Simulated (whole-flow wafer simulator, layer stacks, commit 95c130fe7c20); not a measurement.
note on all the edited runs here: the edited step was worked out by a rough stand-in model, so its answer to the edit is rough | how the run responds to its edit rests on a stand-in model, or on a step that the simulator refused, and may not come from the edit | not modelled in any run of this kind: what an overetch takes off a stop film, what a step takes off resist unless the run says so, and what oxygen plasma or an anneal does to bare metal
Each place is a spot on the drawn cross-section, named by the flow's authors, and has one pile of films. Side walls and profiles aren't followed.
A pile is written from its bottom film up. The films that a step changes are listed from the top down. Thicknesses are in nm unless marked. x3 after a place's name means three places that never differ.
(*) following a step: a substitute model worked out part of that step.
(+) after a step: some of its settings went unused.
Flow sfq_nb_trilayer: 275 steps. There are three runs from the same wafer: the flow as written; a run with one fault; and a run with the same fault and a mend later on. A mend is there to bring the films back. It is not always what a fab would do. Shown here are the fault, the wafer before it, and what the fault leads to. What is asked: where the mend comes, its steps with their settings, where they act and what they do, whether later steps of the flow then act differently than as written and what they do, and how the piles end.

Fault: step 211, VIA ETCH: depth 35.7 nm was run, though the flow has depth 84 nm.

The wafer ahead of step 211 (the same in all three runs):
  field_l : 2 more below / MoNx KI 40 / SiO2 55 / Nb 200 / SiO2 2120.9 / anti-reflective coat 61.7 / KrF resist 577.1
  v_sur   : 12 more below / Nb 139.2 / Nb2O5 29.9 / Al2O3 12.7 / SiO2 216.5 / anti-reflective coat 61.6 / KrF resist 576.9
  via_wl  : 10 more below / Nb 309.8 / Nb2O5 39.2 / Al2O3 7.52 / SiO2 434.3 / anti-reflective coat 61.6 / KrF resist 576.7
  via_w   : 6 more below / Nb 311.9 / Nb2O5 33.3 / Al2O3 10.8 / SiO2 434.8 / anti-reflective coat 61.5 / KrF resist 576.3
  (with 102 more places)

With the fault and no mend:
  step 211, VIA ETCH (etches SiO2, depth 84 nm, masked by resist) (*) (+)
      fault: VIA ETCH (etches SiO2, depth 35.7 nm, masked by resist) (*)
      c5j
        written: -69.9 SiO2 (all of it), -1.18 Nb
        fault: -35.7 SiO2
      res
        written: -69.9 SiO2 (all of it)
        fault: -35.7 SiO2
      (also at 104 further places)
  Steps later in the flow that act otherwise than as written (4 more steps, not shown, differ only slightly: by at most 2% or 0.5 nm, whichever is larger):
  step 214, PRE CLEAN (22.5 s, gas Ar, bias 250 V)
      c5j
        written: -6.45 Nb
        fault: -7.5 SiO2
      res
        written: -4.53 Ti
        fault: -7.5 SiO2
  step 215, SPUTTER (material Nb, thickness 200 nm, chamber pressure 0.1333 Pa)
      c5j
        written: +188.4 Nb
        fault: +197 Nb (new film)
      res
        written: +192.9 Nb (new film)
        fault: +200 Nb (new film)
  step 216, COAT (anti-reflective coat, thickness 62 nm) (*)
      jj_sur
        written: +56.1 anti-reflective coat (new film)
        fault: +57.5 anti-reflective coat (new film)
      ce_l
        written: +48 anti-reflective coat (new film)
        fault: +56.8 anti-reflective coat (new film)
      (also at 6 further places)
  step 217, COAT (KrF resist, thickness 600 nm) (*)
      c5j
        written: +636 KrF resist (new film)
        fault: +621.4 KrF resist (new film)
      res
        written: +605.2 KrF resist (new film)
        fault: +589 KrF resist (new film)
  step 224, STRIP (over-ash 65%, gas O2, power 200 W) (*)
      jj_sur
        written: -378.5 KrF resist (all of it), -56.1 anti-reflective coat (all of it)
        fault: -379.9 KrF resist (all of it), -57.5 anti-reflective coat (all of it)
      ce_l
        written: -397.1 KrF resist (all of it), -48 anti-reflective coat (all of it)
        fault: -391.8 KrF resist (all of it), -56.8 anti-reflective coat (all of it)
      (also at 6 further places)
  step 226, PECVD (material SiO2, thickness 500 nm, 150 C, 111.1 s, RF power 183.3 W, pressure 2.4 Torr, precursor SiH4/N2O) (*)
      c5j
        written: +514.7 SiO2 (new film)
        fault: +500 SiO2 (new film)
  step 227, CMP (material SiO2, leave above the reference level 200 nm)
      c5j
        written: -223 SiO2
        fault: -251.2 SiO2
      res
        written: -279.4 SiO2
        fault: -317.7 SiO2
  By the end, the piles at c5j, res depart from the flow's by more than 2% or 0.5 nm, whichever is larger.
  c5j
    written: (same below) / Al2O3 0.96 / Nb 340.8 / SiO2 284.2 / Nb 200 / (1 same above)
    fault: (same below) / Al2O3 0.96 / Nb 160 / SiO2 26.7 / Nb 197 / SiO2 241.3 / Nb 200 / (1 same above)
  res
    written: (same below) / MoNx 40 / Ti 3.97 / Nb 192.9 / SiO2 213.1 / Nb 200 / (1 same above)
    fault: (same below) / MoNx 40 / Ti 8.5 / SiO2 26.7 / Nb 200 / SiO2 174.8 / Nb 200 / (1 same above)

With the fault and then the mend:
  After step 211 comes the mend.
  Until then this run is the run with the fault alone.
  step 211a, VIA ETCH (etches SiO2, depth 48.3 nm, masked by resist) (*) (+) (the flow's step 211 again, with other settings)
      field_l, v_sur, via_wl and 101 more
        -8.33 KrF resist
      c5j
        -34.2 SiO2 (all of it), -1.18 Nb
      res
        -34.2 SiO2 (all of it)
  Later steps of the flow that are run all act as written at every place that is followed.
  By the end, the piles equal the flow's at every place that both follow.
